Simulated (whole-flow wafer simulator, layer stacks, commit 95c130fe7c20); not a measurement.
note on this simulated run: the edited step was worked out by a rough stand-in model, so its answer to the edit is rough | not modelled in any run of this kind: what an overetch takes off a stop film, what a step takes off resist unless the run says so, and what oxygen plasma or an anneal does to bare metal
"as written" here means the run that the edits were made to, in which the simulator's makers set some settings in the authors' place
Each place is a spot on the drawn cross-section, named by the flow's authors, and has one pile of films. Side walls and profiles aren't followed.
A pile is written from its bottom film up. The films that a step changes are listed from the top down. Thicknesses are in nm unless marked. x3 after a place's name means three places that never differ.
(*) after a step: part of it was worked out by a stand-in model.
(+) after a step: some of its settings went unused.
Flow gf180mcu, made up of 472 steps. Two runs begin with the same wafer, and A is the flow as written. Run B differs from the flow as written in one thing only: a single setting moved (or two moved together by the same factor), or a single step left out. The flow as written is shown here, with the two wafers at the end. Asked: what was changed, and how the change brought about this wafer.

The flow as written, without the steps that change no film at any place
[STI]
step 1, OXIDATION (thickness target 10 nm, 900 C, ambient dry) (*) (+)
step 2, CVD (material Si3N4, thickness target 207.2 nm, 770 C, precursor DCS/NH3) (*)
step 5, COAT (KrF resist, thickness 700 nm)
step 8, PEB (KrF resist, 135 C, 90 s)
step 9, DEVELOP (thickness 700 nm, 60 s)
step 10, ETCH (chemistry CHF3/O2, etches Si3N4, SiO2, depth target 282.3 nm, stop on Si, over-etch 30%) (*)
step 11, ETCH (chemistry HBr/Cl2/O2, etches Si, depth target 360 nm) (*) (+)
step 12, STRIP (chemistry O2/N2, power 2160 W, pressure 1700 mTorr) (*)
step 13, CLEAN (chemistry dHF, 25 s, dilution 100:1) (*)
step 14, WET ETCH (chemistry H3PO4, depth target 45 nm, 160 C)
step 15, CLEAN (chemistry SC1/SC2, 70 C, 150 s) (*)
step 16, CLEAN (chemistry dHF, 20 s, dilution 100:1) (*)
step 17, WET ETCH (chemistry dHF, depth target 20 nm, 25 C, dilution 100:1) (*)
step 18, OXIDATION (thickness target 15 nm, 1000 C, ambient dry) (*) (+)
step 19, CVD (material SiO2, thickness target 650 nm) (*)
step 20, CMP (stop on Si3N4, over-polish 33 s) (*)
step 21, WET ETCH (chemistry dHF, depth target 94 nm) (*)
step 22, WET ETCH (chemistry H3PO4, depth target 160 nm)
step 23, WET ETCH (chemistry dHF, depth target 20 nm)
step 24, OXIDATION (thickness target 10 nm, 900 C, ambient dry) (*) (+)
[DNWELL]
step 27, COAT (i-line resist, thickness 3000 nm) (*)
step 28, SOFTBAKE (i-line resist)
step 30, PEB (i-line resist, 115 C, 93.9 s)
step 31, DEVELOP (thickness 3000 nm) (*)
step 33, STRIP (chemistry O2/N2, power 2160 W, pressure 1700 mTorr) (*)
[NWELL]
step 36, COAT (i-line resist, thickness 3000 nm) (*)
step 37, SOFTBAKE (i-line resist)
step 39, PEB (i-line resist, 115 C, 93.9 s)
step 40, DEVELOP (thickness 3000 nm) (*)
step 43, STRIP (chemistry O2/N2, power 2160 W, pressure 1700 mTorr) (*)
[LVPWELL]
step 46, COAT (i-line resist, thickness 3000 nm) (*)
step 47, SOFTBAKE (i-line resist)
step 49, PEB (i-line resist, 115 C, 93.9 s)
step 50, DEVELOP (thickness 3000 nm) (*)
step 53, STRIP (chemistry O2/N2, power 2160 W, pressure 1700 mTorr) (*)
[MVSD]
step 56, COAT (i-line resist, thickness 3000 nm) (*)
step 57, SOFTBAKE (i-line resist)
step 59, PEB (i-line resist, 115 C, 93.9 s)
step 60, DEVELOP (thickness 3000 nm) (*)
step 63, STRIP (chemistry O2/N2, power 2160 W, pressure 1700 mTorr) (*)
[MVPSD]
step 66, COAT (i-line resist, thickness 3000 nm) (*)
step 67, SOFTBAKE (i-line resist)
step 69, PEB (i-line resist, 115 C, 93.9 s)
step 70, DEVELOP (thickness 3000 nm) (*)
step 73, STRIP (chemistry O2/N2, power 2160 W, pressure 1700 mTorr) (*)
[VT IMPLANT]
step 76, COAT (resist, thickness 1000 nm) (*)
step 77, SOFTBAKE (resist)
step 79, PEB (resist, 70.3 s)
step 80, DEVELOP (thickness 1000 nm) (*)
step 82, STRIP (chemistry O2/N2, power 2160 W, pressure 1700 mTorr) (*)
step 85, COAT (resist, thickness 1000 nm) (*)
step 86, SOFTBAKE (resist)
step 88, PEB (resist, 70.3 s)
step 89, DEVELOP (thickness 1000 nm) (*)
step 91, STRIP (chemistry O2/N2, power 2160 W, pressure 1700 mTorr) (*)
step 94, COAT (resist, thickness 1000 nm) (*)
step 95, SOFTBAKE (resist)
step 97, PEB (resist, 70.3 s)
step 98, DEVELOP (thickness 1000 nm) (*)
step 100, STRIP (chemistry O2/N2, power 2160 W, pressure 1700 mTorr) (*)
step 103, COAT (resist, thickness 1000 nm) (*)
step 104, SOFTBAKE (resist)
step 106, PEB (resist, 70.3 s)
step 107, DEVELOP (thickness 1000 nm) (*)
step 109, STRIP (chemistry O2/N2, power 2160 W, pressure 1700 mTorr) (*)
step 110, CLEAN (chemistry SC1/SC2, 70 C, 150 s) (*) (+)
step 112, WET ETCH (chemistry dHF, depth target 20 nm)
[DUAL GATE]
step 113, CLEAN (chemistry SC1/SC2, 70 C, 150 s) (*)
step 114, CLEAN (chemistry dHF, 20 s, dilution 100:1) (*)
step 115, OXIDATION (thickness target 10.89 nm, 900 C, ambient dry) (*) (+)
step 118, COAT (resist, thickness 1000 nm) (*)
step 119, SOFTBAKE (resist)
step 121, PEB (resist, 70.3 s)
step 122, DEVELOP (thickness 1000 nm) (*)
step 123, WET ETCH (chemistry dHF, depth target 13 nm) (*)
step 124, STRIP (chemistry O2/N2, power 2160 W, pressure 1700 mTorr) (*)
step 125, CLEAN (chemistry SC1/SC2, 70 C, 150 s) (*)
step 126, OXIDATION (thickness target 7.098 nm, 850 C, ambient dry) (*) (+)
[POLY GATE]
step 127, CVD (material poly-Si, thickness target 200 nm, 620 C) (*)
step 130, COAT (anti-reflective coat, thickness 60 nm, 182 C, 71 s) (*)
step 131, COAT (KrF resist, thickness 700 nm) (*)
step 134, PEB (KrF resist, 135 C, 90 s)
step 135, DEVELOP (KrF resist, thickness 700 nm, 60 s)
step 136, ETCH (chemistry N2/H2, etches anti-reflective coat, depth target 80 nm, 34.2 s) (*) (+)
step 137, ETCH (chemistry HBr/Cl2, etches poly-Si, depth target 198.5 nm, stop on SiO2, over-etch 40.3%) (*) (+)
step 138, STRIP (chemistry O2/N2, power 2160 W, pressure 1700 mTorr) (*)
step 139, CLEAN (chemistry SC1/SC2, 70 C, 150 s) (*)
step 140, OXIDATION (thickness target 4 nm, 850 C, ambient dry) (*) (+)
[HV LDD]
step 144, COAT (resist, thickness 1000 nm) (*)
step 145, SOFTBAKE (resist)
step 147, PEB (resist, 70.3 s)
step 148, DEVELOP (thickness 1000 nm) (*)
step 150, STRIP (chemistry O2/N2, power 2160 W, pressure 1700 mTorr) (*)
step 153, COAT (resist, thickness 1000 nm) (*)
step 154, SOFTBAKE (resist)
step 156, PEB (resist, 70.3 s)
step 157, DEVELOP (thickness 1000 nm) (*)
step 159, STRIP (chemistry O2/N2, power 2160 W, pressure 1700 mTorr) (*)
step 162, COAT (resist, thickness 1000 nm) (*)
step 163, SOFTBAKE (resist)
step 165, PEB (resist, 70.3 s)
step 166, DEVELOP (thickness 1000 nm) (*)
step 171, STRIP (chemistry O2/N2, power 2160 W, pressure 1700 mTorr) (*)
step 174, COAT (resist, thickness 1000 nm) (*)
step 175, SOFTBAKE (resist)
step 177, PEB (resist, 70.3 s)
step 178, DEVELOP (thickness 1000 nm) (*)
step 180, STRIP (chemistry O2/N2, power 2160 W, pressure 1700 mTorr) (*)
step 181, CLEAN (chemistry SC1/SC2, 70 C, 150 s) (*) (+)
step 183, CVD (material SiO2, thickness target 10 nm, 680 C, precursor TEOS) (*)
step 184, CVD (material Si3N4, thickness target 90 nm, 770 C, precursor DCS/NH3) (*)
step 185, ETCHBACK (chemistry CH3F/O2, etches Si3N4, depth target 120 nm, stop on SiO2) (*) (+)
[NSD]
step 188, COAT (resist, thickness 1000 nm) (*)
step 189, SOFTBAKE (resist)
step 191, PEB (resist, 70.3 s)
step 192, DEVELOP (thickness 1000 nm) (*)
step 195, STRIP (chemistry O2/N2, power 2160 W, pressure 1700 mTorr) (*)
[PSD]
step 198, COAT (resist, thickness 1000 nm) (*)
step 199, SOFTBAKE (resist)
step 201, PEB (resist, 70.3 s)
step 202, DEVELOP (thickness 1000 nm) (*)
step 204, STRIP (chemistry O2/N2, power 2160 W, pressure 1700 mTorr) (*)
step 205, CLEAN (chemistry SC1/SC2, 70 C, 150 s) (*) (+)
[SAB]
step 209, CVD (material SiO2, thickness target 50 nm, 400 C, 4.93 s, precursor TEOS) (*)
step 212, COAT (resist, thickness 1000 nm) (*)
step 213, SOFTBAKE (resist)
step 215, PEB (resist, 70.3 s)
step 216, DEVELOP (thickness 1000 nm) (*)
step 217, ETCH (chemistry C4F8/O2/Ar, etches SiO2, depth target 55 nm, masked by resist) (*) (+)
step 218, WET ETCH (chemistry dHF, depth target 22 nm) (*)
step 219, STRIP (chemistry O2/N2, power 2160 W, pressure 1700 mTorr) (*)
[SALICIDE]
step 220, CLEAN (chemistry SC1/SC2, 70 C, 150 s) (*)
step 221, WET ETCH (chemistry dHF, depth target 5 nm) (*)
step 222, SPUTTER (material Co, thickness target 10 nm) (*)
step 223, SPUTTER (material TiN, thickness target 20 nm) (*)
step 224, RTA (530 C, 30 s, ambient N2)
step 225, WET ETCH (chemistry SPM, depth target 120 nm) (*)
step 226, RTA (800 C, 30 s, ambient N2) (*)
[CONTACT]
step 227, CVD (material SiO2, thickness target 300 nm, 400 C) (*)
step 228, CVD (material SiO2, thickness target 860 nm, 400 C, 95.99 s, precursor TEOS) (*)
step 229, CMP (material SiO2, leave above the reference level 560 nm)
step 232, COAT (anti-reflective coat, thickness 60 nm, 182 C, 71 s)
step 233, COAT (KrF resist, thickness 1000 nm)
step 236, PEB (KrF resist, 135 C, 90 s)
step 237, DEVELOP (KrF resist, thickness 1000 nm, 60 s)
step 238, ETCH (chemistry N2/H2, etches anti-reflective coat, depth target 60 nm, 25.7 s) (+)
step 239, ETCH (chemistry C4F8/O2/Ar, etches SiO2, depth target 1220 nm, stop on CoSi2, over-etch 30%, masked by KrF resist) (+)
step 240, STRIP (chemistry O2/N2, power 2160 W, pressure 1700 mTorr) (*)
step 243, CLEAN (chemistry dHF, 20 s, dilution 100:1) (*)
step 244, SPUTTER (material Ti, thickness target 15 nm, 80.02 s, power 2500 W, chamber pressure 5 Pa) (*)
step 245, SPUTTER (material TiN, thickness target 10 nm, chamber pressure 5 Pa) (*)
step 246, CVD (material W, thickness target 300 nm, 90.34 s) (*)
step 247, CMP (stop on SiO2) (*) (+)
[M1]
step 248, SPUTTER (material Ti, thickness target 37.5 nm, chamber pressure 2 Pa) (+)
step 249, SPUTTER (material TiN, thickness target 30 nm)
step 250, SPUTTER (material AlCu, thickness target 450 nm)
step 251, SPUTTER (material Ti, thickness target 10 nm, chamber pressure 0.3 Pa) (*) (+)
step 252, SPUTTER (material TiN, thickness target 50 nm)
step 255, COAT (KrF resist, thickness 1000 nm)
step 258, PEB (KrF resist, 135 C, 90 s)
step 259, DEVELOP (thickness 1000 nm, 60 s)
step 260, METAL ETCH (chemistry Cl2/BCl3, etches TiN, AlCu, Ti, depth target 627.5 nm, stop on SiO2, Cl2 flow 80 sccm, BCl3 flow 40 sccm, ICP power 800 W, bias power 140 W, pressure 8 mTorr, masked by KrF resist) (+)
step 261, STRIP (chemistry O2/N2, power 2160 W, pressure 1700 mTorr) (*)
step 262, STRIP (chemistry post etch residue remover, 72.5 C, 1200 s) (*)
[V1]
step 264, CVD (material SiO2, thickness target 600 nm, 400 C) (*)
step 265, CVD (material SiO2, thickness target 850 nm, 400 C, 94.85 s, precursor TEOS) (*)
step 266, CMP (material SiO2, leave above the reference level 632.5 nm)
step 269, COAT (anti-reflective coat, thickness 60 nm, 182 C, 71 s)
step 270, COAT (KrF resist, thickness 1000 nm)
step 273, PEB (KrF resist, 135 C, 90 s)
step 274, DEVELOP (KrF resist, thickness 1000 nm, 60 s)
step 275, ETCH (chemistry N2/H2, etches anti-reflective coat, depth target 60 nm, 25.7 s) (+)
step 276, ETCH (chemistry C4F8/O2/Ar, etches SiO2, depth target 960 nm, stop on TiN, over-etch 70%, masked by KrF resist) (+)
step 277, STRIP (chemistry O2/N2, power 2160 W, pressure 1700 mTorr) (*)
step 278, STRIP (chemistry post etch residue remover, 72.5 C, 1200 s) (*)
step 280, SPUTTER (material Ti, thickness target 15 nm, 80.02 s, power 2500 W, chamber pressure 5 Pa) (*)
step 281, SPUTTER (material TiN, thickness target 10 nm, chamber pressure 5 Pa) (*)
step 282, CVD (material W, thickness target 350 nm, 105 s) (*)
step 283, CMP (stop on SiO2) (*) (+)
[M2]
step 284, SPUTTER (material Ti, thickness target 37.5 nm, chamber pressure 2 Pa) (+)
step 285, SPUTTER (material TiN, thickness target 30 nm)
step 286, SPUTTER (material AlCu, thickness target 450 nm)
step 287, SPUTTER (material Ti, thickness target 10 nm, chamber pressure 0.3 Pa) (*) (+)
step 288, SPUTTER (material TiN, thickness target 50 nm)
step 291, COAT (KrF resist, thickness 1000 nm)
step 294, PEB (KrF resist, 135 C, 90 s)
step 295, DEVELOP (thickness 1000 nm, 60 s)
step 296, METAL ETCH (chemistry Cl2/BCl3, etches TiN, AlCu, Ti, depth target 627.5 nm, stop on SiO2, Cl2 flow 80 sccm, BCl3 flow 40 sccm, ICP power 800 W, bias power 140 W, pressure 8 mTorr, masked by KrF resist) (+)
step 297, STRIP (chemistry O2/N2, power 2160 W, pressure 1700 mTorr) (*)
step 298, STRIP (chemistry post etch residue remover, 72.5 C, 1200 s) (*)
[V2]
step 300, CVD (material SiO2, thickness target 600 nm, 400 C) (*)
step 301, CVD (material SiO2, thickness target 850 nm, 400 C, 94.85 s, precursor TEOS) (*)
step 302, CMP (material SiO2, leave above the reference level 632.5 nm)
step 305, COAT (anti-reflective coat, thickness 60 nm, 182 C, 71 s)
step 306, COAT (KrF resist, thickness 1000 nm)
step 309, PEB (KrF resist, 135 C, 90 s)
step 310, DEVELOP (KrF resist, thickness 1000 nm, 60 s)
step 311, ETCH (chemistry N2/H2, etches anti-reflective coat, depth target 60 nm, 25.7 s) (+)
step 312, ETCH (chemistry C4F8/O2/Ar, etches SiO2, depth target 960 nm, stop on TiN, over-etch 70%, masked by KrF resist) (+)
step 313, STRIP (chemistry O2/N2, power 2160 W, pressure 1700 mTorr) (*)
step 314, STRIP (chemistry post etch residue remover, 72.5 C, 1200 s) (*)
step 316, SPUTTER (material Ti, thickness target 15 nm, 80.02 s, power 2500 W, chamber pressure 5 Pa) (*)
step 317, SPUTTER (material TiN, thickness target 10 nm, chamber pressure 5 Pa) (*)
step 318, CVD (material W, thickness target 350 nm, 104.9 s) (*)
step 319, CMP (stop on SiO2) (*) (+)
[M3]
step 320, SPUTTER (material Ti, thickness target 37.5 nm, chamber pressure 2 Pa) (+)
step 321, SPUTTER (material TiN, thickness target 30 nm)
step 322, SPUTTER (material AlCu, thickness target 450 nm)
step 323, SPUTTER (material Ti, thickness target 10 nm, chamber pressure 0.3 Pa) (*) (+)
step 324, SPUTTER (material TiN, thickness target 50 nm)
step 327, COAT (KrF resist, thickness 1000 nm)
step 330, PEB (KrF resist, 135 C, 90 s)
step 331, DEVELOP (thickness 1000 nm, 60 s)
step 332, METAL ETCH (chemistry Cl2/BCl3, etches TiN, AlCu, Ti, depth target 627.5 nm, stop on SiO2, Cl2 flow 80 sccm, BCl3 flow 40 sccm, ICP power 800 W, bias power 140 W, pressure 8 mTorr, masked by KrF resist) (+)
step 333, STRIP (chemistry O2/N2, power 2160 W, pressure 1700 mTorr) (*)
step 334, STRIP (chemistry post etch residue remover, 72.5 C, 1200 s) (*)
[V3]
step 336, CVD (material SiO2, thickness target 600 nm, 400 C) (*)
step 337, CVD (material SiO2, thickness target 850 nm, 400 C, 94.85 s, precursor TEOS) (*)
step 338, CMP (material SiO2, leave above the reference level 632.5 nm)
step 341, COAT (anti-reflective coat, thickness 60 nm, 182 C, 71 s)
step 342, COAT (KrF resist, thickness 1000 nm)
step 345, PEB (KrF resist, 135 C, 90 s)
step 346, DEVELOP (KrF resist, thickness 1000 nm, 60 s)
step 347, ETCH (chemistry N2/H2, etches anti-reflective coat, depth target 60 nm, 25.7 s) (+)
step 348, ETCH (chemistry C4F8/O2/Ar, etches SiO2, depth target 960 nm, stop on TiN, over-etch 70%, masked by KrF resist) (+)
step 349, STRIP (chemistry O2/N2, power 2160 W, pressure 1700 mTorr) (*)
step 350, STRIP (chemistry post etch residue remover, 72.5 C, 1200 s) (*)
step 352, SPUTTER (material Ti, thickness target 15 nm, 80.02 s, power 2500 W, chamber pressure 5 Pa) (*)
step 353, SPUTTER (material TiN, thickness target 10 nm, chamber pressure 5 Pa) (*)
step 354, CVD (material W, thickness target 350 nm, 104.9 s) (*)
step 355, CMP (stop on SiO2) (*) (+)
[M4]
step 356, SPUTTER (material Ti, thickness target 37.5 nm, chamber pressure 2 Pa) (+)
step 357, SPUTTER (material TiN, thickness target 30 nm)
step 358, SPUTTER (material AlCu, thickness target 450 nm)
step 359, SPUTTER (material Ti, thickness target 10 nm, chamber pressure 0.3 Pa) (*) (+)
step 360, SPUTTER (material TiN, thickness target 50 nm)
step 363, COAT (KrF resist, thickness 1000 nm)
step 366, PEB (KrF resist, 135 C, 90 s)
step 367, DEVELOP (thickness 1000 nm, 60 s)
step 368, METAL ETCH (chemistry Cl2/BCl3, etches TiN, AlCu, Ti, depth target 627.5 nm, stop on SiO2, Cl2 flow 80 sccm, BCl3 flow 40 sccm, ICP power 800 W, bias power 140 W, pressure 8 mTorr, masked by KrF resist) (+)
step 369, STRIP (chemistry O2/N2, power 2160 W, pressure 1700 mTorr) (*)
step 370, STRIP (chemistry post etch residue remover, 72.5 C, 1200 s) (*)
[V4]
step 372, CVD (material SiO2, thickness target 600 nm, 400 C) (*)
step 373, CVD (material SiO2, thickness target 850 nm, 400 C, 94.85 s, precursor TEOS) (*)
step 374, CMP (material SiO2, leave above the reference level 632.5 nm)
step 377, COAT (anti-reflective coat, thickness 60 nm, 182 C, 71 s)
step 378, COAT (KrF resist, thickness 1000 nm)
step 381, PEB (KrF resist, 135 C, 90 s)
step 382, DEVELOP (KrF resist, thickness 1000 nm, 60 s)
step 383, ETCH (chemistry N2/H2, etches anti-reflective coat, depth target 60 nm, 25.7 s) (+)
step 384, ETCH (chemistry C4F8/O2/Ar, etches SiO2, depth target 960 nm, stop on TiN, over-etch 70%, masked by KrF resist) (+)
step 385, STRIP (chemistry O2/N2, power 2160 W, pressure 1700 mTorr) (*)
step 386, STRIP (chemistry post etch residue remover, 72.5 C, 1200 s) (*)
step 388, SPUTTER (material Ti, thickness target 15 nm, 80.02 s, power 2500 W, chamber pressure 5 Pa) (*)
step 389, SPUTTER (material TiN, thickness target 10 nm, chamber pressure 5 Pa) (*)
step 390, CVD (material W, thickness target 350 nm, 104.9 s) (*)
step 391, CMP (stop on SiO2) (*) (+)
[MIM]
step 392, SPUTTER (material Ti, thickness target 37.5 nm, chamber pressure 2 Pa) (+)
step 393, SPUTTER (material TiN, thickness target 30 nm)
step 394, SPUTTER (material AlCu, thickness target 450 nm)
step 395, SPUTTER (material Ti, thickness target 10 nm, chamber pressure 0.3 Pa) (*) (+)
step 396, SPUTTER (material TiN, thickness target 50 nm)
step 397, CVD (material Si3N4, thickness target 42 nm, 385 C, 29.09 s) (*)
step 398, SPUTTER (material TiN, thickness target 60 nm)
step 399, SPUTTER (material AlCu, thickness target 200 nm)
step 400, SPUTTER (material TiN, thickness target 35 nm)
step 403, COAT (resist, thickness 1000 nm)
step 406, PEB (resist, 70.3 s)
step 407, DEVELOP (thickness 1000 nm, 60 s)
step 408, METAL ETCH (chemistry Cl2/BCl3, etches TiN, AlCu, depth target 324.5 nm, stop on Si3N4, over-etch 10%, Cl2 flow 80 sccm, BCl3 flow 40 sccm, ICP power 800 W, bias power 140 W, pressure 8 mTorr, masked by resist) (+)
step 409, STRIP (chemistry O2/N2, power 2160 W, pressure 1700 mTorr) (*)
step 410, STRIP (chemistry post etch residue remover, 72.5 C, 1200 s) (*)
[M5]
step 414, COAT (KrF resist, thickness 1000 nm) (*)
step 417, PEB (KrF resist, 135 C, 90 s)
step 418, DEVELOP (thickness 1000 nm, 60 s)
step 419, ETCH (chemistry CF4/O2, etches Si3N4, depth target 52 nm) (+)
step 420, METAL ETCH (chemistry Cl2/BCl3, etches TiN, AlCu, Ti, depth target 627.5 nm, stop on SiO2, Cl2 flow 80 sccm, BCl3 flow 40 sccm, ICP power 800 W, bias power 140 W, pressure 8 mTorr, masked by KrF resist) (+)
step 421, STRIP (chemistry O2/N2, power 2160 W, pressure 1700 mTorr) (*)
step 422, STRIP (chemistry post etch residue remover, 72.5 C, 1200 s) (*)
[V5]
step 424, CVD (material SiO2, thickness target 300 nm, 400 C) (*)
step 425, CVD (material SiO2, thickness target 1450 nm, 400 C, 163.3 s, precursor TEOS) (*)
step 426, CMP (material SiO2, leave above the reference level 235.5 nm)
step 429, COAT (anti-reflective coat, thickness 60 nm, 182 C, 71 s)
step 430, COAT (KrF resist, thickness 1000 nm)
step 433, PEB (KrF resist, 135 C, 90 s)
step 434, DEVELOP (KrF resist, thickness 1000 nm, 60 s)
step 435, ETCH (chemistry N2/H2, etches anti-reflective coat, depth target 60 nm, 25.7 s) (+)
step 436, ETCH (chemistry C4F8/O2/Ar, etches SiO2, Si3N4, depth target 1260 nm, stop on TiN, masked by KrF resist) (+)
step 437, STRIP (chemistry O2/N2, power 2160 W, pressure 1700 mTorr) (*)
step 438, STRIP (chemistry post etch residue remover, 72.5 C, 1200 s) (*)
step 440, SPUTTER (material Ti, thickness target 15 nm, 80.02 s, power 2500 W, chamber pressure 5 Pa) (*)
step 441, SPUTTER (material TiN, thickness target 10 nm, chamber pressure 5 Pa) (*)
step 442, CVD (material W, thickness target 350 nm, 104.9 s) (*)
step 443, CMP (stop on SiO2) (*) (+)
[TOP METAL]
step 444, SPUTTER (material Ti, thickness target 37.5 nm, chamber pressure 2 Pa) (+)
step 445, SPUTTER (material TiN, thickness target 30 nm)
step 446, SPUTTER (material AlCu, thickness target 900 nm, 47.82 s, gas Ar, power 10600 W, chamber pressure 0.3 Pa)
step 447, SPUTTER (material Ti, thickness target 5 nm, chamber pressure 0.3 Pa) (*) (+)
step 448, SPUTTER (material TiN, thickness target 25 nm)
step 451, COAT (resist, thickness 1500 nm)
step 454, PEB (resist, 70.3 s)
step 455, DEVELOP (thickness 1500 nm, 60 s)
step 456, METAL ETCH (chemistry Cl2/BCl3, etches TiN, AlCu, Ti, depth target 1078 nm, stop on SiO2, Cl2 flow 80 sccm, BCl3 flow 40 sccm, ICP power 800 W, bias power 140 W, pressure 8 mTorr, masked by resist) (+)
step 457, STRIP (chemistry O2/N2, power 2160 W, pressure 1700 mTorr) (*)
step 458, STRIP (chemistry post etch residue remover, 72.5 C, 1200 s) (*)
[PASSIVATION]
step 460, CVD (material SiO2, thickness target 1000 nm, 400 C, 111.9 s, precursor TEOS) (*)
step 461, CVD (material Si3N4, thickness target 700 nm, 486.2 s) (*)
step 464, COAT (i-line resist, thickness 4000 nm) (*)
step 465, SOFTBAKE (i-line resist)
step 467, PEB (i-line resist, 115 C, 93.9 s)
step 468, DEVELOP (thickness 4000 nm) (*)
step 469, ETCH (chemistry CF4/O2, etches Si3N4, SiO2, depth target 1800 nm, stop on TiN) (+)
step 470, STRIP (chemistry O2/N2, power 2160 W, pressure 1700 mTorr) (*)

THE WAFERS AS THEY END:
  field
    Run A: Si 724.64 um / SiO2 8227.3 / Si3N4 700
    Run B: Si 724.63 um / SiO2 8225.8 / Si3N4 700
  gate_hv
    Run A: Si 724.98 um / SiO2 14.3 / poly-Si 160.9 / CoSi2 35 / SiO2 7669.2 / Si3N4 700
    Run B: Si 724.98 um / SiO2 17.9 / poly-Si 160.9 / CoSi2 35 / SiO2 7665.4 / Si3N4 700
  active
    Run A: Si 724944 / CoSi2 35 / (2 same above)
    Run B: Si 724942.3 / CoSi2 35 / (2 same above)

Cause: step 126, OXIDATION: thickness target 11.29 nm was run, while the flow as written has thickness target 7.098 nm.

The path from the change to this, step by step:
  step 126, OXIDATION (thickness target 7.098 nm, 850 C, ambient dry) (*) (+)
      gate_hv, active_hv, active_nat and 25 more: A +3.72 SiO2, -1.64 Si | B +7.32 SiO2, -3.22 Si
      active, n_well, p_well and 12 more: A +7.1 SiO2 (new film), -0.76 chemical SiO2 (all of it), -2.79 Si | B +11.3 SiO2 (new film), -0.76 chemical SiO2 (all of it), -4.63 Si
      (also at 49 further places)
  step 130, COAT (anti-reflective coat, thickness 60 nm, 182 C, 71 s) (*)
      p_well, spacer, sd_n: A +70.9 anti-reflective coat (new film) | B +69.4 anti-reflective coat (new film)
      field_sub__w5: A +47.3 anti-reflective coat (new film) | B +48.3 anti-reflective coat (new film)
      (also at 2 further places)
  step 136, ETCH (chemistry N2/H2, etches anti-reflective coat, depth target 80 nm, 34.2 s) (*) (+)
      p_well, spacer, sd_n: A -70.9 anti-reflective coat (all of it), -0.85 poly-Si | B -69.4 anti-reflective coat (all of it), -0.89 poly-Si
      field_sub__w5: A -47.3 anti-reflective coat (all of it), -1.45 poly-Si | B -48.3 anti-reflective coat (all of it), -1.43 poly-Si
      (also at 2 further places)
  step 189, SOFTBAKE (resist)
      active_hv: A +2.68 resist | B -0.53 resist
      nw_enc_fld_lv__w3: A +2.11 resist | B -1.61 resist
      (also at 1 further place)
  step 199, SOFTBAKE (resist)
      active_hv: A +2.68 resist | B -0.53 resist
      nw_enc_fld_lv__w3: A +2.11 resist | B -1.61 resist
      (also at 1 further place)
  step 218, WET ETCH (chemistry dHF, depth target 22 nm) (*)
      active, p_well, sd_n, iso_ptap_pw, iso_ntap_nw, iso_ptap_sub, vpnp_e: A -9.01 SiO2 (all of it) | B -13 SiO2 (all of it)
      ldn_tap, ldn_src, ldn_drn, ldp_tap, ldp_src, ldp_drn, ldp_gr: A -16 SiO2 (all of it) | B -19.4 SiO2 (all of it)
      (also at 9 further places)
